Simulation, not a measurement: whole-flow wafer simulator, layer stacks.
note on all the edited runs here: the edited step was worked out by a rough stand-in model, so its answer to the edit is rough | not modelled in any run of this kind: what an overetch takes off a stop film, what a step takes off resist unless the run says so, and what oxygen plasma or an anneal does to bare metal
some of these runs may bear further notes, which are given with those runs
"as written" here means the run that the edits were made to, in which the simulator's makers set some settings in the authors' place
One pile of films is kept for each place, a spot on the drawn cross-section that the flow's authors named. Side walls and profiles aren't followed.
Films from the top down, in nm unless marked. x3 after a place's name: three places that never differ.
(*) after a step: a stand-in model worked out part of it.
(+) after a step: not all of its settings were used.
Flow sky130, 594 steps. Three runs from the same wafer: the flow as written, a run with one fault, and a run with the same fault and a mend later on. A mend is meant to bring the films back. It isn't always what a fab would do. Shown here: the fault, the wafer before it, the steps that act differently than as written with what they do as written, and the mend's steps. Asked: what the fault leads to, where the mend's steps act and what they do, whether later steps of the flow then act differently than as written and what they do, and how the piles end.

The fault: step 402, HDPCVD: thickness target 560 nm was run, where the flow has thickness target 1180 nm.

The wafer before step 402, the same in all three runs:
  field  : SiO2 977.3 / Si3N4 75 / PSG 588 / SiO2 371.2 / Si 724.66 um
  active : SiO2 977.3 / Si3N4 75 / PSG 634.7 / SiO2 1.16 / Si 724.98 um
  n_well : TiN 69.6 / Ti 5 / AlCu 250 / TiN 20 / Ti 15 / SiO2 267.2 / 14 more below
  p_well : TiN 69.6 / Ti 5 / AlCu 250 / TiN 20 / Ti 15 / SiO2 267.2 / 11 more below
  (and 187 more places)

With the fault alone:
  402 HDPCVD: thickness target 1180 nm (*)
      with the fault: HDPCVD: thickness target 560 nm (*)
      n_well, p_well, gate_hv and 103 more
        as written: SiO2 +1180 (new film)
        with the fault: SiO2 +560 (new film)
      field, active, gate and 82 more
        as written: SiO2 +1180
        with the fault: SiO2 +560
  Later steps of the flow that act differently than as written (22 more steps differ only slightly, by at most 2% or 0.5 nm, whichever is larger, and aren't shown):
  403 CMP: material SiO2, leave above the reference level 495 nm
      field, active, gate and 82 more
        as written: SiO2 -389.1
        with the fault: nothing
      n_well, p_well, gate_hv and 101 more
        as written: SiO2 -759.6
        with the fault: SiO2 -139.6
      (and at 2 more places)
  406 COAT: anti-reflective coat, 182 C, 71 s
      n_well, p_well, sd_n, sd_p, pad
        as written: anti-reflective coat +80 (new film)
        with the fault: anti-reflective coat +3 (new film)
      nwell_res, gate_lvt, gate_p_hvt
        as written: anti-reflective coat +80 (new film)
        with the fault: anti-reflective coat +44.1 (new film)
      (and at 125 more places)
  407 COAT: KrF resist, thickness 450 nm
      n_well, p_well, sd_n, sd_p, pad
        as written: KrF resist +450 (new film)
        with the fault: KrF resist +272.8 (new film)
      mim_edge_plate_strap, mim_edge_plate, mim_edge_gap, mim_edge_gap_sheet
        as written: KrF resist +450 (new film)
        with the fault: KrF resist +425.7 (new film)
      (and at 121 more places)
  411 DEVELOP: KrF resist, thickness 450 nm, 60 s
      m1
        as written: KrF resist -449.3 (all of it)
        with the fault: KrF resist -363.8 (all of it)
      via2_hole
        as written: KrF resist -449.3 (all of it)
        with the fault: KrF resist -304.3 (all of it)
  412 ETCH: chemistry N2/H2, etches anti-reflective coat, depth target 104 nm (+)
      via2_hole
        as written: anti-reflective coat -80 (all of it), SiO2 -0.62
        with the fault: anti-reflective coat -22.3 (all of it)
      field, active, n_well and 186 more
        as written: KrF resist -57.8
        with the fault: KrF resist -13.2
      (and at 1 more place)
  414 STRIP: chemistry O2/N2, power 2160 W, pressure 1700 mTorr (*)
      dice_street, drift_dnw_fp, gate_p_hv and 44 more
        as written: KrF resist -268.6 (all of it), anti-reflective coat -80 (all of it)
        with the fault: KrF resist -313.3 (all of it), anti-reflective coat -80 (all of it)
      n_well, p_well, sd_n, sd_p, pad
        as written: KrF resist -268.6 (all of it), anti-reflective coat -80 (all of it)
        with the fault: KrF resist -136.4 (all of it), anti-reflective coat -3 (all of it)
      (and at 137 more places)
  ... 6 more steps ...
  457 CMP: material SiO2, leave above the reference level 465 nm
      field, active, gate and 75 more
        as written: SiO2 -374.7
        with the fault: SiO2 -393.2
  At the end the piles differ from the flow's by more than 2% or 0.5 nm, whichever is larger, at field, active, gate and 85 more.
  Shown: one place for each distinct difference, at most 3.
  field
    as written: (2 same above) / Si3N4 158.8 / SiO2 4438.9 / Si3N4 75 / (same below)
    with the fault: (2 same above) / Si3N4 158.8 / SiO2 2681.9 / W 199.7 / TiN 20 / SiO2 1537.3 / Si3N4 75 / (same below)
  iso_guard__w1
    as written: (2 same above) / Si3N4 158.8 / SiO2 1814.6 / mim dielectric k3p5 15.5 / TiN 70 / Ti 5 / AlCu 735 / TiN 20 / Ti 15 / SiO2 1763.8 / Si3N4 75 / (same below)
    with the fault: (2 same above) / Si3N4 158.8 / SiO2 1815.2 / mim dielectric k3p5 15.5 / TiN 70 / Ti 5 / AlCu 735 / TiN 20 / Ti 15 / W 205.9 / TiN 20 / SiO2 1537.3 / Si3N4 75 / (same below)
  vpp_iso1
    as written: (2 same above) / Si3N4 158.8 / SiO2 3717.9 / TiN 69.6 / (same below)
    with the fault: (2 same above) / Si3N4 158.8 / SiO2 2681.9 / W 199.7 / TiN 20 / SiO2 816.3 / TiN 69.6 / (same below)

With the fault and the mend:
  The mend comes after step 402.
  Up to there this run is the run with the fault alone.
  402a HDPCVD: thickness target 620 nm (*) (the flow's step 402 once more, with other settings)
      field, active, n_well and 188 more
        SiO2 +620
  No later step of the flow acts differently than as written, at any place that is followed, by more than 2% or 0.5 nm, whichever is larger.
  At the end the piles are the same as the flow's at every place that both follow.
